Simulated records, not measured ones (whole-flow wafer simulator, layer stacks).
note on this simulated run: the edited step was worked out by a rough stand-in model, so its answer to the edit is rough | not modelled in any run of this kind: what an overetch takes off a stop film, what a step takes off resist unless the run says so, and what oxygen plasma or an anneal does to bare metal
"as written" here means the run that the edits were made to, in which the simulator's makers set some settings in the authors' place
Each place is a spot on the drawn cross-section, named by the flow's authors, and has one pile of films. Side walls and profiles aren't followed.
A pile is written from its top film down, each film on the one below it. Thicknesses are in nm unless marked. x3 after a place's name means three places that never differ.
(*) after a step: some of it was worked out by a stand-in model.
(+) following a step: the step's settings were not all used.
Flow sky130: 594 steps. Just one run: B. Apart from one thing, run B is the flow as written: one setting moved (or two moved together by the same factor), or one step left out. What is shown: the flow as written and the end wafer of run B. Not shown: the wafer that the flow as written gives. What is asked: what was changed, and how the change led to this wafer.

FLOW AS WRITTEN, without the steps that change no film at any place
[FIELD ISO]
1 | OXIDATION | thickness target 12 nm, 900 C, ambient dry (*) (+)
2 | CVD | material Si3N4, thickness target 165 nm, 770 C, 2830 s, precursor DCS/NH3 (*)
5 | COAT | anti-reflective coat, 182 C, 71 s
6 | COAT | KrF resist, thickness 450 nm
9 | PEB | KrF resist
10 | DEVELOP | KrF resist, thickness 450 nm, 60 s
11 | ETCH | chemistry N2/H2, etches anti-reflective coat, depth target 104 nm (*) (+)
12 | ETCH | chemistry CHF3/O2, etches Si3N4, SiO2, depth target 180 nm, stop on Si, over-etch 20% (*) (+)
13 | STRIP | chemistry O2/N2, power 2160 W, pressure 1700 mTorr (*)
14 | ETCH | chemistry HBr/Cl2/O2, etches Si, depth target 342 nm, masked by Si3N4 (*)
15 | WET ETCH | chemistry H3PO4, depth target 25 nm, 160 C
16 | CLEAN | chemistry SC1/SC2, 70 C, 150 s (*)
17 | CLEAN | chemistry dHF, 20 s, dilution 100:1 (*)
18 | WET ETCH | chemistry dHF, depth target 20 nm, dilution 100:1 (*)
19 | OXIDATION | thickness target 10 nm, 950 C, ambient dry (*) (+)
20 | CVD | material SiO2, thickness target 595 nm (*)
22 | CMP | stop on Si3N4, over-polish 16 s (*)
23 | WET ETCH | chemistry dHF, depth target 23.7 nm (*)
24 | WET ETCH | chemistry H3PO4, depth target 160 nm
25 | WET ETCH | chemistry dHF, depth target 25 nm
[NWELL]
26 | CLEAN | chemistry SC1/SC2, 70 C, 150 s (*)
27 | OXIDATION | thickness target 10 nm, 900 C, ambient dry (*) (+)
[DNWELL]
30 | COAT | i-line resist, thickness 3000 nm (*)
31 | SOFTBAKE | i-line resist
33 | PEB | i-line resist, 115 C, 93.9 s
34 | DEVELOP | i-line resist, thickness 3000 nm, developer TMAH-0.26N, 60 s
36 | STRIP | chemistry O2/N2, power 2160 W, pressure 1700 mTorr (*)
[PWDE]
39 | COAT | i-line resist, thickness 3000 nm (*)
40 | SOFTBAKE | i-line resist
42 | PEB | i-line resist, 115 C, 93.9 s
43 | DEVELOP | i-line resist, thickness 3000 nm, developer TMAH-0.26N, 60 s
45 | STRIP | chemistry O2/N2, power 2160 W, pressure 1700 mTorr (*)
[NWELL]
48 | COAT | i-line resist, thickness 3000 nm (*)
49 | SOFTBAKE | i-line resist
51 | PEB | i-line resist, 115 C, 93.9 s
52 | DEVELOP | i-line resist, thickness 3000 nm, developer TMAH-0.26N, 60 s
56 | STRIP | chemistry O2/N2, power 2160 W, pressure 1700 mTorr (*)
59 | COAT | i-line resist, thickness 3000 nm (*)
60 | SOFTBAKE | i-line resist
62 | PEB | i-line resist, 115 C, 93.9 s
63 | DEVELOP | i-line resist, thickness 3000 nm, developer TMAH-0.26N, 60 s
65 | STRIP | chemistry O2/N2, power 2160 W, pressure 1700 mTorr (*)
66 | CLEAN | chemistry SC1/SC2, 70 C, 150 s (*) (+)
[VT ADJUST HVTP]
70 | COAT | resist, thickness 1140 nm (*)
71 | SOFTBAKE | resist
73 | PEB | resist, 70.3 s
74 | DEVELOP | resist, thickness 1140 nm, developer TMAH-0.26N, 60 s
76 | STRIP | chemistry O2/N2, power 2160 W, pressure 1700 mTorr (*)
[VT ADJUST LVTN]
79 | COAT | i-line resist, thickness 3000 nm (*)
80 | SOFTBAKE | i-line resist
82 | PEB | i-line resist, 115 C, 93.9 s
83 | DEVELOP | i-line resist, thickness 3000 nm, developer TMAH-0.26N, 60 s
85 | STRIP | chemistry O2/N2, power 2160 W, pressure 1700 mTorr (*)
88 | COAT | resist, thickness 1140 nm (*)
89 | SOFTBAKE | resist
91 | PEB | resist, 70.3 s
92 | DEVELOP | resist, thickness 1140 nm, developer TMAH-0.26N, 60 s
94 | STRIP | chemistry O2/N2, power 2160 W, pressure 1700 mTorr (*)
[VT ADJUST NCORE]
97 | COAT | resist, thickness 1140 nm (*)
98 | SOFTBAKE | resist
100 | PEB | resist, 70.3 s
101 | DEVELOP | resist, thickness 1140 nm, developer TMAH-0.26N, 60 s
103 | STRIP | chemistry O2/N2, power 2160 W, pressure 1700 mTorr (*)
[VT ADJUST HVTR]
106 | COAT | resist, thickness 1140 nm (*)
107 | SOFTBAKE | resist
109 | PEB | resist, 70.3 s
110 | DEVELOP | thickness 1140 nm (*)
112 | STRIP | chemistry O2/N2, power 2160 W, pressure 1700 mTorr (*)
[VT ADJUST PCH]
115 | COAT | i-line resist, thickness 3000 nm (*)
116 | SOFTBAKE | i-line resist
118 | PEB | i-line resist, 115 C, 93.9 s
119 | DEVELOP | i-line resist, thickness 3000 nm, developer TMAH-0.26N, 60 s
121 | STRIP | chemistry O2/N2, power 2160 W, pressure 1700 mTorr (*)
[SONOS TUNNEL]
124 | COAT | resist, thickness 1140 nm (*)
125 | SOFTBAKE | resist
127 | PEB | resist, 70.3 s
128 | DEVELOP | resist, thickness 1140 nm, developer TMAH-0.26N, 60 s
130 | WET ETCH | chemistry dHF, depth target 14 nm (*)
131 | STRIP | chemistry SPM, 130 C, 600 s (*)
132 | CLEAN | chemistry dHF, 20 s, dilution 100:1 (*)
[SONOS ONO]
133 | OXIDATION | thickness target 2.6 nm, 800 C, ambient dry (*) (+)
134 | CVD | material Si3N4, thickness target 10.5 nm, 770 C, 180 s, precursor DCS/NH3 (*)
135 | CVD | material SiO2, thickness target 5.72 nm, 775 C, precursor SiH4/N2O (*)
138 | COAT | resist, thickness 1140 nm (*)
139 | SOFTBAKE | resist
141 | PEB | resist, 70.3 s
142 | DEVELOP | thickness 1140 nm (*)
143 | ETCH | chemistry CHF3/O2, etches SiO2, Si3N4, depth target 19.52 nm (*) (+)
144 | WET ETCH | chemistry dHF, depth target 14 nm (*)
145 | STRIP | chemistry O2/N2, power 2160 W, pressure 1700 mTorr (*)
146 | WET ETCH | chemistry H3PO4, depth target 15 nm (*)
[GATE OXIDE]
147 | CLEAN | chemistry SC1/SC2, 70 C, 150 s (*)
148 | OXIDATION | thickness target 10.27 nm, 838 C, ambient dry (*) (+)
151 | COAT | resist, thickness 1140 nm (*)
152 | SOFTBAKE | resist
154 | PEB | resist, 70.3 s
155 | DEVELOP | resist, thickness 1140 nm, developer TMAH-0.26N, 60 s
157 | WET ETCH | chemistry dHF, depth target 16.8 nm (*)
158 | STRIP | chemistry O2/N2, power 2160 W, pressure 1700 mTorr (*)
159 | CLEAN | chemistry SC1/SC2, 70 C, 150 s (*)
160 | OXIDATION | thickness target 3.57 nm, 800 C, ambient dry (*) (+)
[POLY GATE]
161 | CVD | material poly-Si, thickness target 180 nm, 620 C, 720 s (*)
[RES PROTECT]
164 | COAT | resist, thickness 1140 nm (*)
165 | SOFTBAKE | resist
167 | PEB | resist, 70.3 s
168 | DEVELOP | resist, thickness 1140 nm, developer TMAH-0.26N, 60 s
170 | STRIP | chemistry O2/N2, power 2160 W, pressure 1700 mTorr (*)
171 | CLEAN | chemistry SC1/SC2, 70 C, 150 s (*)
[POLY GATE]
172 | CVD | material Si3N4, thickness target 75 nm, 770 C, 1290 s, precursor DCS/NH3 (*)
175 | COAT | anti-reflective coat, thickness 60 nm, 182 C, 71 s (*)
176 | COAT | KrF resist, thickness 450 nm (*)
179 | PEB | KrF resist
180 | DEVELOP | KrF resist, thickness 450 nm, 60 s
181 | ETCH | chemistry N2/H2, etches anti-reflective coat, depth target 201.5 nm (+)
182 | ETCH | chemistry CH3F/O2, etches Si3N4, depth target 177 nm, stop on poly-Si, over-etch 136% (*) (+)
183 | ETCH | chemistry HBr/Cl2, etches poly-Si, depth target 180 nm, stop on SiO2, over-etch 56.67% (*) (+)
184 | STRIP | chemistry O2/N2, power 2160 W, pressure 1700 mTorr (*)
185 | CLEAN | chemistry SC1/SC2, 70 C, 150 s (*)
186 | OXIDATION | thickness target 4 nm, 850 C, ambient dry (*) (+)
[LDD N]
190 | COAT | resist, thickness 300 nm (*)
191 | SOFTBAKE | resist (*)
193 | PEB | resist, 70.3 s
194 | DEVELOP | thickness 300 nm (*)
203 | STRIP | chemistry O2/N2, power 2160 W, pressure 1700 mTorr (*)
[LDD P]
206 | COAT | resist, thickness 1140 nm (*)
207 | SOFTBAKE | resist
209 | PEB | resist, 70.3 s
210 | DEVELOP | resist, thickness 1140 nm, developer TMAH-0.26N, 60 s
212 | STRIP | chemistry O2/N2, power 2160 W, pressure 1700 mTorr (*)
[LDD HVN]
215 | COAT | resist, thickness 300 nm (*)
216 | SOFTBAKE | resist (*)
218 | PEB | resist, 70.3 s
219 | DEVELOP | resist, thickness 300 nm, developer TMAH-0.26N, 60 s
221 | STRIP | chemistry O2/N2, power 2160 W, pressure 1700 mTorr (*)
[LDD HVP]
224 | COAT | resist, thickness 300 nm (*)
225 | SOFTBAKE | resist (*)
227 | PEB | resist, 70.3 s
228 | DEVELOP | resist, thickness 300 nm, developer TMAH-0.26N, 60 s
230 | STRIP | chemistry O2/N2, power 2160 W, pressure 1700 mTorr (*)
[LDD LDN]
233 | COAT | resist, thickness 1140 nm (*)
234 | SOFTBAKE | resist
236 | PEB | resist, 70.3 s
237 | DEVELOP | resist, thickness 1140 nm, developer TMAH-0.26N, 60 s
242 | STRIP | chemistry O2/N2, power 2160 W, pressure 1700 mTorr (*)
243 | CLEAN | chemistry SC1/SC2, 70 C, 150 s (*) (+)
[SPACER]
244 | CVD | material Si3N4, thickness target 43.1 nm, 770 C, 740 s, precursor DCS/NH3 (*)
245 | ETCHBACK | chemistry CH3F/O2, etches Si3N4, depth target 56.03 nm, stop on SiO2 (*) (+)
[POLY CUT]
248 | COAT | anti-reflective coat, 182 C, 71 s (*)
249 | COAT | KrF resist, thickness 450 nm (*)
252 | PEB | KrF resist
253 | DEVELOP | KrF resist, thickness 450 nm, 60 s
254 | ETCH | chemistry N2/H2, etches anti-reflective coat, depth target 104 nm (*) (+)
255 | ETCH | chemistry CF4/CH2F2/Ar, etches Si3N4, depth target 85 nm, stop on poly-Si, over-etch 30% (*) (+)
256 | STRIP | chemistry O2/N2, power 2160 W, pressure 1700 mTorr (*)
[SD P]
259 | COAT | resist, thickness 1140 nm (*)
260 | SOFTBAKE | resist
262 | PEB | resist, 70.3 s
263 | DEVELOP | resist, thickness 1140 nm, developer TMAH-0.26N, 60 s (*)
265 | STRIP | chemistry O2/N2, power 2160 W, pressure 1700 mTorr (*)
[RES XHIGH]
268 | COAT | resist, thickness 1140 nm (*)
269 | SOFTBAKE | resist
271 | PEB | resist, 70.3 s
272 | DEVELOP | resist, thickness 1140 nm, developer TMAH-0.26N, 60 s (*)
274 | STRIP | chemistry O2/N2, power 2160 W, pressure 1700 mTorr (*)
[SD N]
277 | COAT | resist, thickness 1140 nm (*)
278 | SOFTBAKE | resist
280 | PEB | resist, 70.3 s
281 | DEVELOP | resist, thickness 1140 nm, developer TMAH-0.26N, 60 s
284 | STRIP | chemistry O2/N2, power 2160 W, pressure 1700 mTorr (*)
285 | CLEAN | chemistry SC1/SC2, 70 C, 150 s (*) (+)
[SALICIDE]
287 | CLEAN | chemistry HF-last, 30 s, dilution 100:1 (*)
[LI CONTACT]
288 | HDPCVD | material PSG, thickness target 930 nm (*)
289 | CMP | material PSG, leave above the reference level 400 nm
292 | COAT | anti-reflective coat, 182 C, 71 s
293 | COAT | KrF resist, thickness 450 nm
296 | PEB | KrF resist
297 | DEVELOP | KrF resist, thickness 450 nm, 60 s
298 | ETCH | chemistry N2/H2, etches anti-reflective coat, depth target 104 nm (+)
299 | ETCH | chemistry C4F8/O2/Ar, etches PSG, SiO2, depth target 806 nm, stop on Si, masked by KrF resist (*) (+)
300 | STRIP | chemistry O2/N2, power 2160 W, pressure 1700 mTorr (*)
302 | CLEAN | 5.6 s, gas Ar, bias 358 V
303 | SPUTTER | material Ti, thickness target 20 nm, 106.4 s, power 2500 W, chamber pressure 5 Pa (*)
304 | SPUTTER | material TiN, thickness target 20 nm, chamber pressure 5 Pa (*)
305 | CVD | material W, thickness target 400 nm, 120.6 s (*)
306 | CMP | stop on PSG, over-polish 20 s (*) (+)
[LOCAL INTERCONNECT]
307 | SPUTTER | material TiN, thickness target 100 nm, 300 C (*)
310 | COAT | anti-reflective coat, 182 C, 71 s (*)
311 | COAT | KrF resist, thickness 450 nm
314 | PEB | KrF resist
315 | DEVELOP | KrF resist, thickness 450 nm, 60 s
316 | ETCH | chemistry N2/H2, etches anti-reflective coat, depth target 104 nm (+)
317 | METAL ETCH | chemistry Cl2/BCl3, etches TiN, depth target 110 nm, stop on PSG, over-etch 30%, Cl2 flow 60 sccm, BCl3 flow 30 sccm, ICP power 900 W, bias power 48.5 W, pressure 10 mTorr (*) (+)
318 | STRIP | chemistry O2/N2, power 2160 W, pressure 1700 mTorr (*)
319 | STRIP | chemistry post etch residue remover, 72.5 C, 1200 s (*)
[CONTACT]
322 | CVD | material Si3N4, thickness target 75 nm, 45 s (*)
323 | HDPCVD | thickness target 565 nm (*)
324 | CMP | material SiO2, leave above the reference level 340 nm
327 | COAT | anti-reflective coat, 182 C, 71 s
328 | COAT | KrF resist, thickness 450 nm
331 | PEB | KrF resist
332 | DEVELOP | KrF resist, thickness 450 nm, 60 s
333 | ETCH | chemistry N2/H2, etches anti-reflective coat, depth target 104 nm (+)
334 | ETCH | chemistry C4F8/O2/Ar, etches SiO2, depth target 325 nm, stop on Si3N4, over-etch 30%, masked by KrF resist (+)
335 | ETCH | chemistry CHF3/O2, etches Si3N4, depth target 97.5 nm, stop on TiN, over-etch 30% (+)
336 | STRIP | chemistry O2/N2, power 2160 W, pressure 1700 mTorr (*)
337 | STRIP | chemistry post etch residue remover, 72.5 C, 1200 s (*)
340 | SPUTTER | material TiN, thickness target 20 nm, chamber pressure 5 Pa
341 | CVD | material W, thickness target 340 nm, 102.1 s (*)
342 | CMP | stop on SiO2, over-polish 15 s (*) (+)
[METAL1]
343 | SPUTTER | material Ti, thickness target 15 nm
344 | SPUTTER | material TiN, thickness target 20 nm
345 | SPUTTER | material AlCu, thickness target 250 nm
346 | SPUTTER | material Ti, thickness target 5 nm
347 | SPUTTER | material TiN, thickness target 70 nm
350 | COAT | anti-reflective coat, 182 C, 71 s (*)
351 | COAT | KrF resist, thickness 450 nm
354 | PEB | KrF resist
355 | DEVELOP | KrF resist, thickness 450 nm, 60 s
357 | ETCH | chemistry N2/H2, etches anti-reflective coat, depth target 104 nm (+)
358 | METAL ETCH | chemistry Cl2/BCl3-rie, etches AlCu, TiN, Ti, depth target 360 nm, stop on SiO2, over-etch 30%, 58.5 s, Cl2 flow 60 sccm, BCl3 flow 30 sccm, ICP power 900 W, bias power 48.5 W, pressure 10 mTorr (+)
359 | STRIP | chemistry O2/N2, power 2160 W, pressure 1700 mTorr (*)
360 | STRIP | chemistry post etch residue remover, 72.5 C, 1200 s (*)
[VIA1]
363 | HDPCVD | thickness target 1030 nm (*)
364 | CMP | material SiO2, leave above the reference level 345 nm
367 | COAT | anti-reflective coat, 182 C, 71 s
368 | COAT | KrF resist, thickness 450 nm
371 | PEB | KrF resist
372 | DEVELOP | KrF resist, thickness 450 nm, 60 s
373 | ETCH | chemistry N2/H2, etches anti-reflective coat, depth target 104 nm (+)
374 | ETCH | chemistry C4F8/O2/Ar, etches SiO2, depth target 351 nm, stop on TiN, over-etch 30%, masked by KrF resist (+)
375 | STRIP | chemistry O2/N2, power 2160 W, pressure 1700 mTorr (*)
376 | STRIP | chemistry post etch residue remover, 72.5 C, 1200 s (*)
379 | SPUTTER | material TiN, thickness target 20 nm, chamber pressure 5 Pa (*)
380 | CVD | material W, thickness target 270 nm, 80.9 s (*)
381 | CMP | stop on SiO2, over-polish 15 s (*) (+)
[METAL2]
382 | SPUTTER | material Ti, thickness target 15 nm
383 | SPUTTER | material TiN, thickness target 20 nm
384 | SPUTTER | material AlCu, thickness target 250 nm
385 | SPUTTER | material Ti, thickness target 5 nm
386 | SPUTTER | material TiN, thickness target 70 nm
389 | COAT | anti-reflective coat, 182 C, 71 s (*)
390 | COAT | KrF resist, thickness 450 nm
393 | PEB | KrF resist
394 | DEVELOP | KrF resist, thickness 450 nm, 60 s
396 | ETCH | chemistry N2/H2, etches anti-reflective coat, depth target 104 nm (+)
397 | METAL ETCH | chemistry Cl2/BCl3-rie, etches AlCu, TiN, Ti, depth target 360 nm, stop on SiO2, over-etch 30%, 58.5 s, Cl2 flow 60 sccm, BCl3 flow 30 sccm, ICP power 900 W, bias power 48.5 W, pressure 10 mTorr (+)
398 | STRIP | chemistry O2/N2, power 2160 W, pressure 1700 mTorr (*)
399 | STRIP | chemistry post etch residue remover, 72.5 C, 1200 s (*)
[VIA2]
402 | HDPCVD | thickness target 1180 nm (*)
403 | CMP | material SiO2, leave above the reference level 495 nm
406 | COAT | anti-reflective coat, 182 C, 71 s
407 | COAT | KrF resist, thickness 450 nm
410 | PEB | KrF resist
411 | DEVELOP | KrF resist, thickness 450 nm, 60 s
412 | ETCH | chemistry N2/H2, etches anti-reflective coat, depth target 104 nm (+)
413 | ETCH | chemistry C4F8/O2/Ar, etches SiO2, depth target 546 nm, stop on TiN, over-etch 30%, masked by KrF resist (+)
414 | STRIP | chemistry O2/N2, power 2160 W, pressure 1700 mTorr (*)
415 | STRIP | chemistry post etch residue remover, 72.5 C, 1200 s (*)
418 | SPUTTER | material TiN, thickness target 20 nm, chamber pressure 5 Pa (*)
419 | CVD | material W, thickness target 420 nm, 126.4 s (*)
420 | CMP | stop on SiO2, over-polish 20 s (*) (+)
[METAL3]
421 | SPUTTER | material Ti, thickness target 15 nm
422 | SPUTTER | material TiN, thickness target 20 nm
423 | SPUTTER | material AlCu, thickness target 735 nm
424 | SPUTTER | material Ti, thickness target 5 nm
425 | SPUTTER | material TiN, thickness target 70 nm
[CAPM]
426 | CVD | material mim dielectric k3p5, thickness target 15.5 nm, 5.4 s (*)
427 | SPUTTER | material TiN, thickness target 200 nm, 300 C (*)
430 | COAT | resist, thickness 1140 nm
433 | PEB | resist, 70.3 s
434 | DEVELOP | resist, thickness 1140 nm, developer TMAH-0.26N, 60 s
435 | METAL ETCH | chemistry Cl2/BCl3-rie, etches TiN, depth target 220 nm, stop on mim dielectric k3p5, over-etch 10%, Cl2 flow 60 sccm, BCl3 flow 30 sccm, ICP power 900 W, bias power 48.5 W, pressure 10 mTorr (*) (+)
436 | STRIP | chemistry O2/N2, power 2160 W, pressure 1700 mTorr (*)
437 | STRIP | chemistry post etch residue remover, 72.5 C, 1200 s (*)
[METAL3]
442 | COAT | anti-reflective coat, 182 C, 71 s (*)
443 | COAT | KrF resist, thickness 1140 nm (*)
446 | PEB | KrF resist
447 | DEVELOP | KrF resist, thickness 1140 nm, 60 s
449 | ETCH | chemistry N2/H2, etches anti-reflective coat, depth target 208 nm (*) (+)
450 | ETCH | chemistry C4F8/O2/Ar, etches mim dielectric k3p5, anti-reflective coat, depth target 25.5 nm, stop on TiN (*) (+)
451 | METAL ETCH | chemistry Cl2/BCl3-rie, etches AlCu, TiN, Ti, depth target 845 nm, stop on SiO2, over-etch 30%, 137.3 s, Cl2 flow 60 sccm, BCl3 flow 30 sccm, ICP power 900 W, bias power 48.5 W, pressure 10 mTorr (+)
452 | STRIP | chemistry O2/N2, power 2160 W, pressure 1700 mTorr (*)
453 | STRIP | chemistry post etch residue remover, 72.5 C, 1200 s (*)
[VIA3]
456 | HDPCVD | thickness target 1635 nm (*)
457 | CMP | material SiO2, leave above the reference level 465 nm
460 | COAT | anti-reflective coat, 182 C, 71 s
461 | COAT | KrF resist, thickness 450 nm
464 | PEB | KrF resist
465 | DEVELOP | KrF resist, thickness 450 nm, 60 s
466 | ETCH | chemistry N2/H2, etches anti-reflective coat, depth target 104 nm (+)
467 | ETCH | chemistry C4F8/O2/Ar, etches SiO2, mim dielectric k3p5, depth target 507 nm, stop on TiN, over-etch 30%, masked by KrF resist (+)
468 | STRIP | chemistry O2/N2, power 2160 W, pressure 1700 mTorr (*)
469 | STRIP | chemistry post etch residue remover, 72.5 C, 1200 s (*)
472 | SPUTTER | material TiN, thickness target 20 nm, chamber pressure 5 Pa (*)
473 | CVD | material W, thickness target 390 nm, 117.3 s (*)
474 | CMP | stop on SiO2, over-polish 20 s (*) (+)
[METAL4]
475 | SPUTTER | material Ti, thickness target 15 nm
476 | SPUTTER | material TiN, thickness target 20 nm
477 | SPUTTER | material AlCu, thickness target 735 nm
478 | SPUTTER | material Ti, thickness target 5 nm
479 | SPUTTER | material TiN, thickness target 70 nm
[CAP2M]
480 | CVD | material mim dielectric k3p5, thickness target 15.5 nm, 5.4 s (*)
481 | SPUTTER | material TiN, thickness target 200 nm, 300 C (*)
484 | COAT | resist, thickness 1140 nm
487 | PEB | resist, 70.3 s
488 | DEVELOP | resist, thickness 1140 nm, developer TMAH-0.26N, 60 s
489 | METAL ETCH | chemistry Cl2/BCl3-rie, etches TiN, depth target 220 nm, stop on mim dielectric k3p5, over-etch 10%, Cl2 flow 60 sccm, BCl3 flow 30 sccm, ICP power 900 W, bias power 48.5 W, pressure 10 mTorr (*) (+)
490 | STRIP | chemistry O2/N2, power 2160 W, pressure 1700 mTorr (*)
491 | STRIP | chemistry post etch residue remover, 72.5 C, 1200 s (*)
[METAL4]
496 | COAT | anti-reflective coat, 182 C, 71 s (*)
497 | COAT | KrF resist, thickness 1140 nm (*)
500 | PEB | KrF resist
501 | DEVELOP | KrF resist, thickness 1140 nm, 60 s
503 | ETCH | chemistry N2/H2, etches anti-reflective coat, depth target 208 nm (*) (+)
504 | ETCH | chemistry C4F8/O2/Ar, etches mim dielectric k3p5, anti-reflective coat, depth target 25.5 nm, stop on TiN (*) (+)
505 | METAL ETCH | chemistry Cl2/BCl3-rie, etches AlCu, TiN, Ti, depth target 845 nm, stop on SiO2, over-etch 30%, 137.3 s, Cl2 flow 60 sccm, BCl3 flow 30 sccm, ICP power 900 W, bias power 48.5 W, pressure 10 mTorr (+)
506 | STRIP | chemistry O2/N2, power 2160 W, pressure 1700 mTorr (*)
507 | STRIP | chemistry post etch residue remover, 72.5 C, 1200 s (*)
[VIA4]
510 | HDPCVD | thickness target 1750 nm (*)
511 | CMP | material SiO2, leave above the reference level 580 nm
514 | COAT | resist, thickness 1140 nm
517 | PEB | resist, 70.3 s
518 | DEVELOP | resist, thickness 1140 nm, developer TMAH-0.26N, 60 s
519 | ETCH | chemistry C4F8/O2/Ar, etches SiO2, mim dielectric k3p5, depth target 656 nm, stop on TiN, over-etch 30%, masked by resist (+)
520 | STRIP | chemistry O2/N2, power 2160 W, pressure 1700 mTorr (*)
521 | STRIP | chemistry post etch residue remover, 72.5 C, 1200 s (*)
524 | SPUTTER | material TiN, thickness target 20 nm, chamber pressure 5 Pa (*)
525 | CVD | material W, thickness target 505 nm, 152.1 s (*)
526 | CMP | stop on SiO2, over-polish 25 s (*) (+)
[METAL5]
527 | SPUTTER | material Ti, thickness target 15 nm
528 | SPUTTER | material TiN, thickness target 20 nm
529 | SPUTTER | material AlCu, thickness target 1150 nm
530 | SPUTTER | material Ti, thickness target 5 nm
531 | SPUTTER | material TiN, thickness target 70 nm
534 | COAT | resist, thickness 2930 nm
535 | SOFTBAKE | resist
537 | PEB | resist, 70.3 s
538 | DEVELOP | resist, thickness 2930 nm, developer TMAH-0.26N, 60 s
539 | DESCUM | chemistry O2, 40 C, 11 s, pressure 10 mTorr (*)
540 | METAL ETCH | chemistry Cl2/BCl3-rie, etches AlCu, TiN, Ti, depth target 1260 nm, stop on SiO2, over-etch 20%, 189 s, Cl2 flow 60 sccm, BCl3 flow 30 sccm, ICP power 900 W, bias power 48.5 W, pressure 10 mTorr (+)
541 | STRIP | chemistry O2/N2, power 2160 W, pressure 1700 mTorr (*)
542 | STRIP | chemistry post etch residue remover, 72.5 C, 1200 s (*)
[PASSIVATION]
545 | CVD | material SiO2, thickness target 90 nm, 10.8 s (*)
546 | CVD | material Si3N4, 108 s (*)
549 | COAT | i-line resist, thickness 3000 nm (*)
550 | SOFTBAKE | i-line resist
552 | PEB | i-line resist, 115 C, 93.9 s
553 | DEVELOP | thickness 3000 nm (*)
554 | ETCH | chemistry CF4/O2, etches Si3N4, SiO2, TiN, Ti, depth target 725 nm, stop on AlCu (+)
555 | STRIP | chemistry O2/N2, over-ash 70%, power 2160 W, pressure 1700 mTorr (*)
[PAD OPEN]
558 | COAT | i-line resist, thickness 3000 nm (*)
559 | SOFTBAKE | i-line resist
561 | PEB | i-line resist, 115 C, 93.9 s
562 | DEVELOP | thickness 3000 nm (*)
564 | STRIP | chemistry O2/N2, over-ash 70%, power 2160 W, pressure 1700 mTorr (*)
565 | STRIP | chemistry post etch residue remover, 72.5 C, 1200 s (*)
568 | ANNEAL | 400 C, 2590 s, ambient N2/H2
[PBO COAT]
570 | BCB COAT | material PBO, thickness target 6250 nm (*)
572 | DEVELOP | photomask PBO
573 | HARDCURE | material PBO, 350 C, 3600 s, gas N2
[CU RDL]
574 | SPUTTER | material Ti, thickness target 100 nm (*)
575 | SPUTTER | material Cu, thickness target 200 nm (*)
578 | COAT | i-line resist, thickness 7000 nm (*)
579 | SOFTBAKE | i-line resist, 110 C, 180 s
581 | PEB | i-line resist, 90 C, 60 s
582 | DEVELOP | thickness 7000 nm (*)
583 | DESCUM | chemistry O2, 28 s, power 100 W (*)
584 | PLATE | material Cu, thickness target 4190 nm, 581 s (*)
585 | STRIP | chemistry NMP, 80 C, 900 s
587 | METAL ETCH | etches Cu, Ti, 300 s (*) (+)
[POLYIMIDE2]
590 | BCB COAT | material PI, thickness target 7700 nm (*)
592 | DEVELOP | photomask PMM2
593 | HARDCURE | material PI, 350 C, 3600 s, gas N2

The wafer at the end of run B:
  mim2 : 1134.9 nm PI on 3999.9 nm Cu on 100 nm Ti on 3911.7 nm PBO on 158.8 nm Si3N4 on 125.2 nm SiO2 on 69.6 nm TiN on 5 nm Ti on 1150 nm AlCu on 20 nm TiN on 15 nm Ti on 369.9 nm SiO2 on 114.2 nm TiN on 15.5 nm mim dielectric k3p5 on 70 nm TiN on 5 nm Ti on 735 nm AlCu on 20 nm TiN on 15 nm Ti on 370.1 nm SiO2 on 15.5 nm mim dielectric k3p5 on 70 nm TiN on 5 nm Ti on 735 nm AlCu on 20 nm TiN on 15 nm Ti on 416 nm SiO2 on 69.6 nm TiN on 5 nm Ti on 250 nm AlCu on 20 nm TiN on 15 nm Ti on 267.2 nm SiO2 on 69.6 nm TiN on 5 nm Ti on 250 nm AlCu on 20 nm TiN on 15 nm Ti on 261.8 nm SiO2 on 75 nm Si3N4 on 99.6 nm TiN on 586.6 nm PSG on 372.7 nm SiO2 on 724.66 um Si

Cause: step 481, SPUTTER: thickness target 115 nm was run, whereas the flow has thickness target 200 nm.

How this came from the change, step by step:
  481 | SPUTTER | material TiN, thickness target 200 nm, 300 C (*)
      field, active, n_well and 189 more: +115 TiN (new film) (in the flow as written it would be: +200 TiN (new film))
  489 | METAL ETCH | chemistry Cl2/BCl3-rie, etches TiN, depth target 220 nm, stop on mim dielectric k3p5, over-etch 10%, Cl2 flow 60 sccm, BCl3 flow 30 sccm, ICP power 900 W, bias power 48.5 W, pressure 10 mTorr (*) (+)
      field, active, n_well and 188 more: -115 TiN (all of it) (in the flow as written it would be: -200 TiN (all of it))
      mim2: -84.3 resist (in the flow as written it would be: -146.7 resist)
  490 | STRIP | chemistry O2/N2, power 2160 W, pressure 1700 mTorr (*)
      mim2: -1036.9 resist (all of it) (in the flow as written it would be: -974.6 resist (all of it))
  496 | COAT | anti-reflective coat, 182 C, 71 s (*)
      iso_guard__w2: +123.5 anti-reflective coat (new film) (in the flow as written it would be: +177.8 anti-reflective coat (new film))
      mim2: +30 anti-reflective coat (new film) (in the flow as written it would be: +40.3 anti-reflective coat (new film))
  497 | COAT | KrF resist, thickness 1140 nm (*)
      iso_guard__w2: +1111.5 KrF resist (new film) (in the flow as written it would be: +1074.8 KrF resist (new film))
      mim2: +1092.6 KrF resist (new film) (in the flow as written it would be: +1018.9 KrF resist (new film))
  506 | STRIP | chemistry O2/N2, power 2160 W, pressure 1700 mTorr (*)
      iso_guard__w2: -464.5 KrF resist (all of it), -123.5 anti-reflective coat (all of it) (in the flow as written it would be: -427.9 KrF resist (all of it), -177.8 anti-reflective coat (all of it))
      mim2: -445.6 KrF resist (all of it), -30 anti-reflective coat (all of it) (in the flow as written it would be: -372.1 KrF resist (all of it), -40.3 anti-reflective coat (all of it))
  511 | CMP | material SiO2, leave above the reference level 580 nm
      mim2: -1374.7 SiO2 (in the flow as written it would be: -1459.7 SiO2)
